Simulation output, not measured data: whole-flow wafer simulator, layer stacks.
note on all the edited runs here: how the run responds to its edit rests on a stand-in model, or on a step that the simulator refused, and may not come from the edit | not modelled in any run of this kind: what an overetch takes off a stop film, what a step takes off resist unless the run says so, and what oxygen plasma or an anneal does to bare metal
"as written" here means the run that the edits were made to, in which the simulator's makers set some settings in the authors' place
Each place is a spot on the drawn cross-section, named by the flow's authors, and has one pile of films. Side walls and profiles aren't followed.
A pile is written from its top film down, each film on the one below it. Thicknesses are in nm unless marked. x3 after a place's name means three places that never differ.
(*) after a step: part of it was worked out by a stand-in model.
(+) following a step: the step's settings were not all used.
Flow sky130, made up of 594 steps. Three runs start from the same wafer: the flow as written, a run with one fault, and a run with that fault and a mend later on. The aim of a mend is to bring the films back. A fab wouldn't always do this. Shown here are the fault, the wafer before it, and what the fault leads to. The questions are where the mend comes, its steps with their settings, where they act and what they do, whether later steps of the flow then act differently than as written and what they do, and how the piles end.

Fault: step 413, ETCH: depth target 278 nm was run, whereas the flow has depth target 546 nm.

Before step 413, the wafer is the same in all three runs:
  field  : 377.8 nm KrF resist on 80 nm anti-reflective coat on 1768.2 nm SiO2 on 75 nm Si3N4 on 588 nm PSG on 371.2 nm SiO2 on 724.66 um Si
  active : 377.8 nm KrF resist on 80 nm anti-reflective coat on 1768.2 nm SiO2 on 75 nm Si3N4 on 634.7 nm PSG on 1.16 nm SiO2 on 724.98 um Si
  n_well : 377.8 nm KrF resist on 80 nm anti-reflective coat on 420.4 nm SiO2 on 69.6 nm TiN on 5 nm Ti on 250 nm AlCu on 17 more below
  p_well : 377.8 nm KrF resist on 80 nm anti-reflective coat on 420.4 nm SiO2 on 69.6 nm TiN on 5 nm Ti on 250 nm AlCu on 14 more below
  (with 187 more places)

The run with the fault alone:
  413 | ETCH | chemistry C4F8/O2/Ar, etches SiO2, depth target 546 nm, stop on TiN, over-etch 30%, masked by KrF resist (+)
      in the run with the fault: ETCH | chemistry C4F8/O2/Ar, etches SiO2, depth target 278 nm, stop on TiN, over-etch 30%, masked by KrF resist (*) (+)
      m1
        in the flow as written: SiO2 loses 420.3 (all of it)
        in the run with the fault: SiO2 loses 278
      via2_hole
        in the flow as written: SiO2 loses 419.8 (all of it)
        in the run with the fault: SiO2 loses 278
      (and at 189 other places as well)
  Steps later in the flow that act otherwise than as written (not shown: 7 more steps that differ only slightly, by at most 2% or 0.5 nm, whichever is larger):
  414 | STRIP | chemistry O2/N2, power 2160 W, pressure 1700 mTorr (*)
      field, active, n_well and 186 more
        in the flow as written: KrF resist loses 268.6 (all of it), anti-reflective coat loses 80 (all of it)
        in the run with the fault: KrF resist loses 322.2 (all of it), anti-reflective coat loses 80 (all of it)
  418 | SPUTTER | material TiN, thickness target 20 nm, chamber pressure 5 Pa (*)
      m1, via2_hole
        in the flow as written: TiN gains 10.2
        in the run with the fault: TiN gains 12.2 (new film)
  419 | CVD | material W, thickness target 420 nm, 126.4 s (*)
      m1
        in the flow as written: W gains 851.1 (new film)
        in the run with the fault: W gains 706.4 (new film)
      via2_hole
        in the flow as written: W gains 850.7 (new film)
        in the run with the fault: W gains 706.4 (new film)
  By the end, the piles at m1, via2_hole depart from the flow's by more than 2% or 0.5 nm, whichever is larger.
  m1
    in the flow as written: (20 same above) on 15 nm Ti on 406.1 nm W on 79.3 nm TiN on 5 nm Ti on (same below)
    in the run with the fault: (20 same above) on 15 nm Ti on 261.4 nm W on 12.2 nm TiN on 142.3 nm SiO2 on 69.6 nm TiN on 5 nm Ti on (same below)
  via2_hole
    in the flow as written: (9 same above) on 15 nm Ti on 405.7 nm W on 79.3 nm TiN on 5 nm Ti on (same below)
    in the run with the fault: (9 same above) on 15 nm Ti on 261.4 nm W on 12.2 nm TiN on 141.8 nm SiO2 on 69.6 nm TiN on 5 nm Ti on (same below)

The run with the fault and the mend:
  The mend stands after step 413.
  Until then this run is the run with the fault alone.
  413a | ETCH | chemistry C4F8/O2/Ar, etches SiO2, depth target 268 nm, stop on TiN, over-etch 30%, masked by KrF resist (+) (a further turn of the flow's step 413, with different settings)
      field, active, n_well and 186 more
        KrF resist loses 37
      m1
        SiO2 loses 142.3 (all of it)
      via2_hole
        SiO2 loses 141.8 (all of it)
  Steps later in the flow that act otherwise than as written:
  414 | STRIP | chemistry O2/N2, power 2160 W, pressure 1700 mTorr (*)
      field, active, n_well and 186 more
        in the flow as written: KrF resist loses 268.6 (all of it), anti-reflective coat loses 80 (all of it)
        in the run with the mend: KrF resist loses 285.2 (all of it), anti-reflective coat loses 80 (all of it)
  The piles end the same as the flow's at every place that both follow.
